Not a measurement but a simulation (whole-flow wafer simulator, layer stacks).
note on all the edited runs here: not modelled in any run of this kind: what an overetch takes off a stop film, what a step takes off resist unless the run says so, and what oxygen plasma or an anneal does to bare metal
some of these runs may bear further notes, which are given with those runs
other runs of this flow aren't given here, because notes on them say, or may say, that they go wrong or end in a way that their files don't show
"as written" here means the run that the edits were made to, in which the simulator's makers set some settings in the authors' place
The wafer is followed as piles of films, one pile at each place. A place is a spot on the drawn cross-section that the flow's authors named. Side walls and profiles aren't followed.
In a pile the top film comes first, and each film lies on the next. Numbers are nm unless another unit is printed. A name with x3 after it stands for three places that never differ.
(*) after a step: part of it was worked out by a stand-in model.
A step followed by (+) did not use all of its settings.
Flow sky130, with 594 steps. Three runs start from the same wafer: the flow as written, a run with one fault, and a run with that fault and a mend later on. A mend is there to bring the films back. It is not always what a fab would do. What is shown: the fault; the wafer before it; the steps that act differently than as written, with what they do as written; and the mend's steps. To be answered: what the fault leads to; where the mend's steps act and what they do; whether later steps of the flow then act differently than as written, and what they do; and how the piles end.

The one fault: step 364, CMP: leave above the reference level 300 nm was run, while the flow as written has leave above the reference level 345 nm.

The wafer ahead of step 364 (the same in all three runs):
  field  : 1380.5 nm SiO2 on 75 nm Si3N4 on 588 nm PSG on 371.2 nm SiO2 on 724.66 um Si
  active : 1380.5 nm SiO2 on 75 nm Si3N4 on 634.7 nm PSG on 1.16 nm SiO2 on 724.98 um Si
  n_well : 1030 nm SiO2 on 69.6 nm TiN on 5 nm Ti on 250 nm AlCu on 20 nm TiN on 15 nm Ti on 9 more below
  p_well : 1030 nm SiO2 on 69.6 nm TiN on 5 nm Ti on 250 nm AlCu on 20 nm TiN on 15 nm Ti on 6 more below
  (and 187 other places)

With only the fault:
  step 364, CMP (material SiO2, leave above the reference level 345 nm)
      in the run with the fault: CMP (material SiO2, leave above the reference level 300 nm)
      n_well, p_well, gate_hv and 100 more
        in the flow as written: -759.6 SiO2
        in the run with the fault: -804.6 SiO2
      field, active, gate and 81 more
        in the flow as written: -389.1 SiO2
        in the run with the fault: -434.1 SiO2
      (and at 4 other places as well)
  Steps further on in the flow that do not act as written (not shown: 7 more steps that differ only slightly, by at most 2% or 0.5 nm, whichever is larger):
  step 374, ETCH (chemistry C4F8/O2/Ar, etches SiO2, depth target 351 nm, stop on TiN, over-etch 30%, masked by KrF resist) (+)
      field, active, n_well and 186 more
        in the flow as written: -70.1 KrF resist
        in the run with the fault: -58.4 KrF resist
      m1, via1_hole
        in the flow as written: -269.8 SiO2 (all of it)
        in the run with the fault: -224.8 SiO2 (all of it)
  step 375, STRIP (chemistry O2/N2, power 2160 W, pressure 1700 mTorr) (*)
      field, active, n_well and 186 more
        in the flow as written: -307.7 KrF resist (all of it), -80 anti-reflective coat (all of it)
        in the run with the fault: -319.4 KrF resist (all of it), -80 anti-reflective coat (all of it)
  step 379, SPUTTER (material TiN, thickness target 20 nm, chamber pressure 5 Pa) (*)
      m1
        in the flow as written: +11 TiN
        in the run with the fault: +11.9 TiN
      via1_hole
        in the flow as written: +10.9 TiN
        in the run with the fault: +11.8 TiN
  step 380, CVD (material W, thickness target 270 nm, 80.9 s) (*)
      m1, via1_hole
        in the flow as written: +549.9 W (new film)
        in the run with the fault: +504 W (new film)
  At n_well, p_well, gate_hv and 111 more, the piles at the end differ from the flow's by more than 2% or 0.5 nm, whichever is larger.
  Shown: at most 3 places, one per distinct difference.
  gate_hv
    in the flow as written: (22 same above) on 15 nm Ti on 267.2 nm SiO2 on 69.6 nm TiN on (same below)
    in the run with the fault: (22 same above) on 15 nm Ti on 222.2 nm SiO2 on 69.6 nm TiN on (same below)
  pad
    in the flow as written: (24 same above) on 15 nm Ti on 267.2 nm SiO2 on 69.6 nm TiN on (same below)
    in the run with the fault: (24 same above) on 15 nm Ti on 222.2 nm SiO2 on 69.6 nm TiN on (same below)
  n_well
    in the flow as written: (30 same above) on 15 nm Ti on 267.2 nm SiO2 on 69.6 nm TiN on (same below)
    in the run with the fault: (30 same above) on 15 nm Ti on 222.2 nm SiO2 on 69.6 nm TiN on (same below)

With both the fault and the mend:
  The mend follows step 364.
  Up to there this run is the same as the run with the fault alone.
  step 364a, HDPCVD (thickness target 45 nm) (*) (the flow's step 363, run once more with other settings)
      field, active, n_well and 188 more
        +45 SiO2
  None of the later steps of the flow differs from how it acts as written, at any place that is followed, by more than 2% or 0.5 nm, whichever is larger.
  The piles end the same as the flow's at every place that both follow.
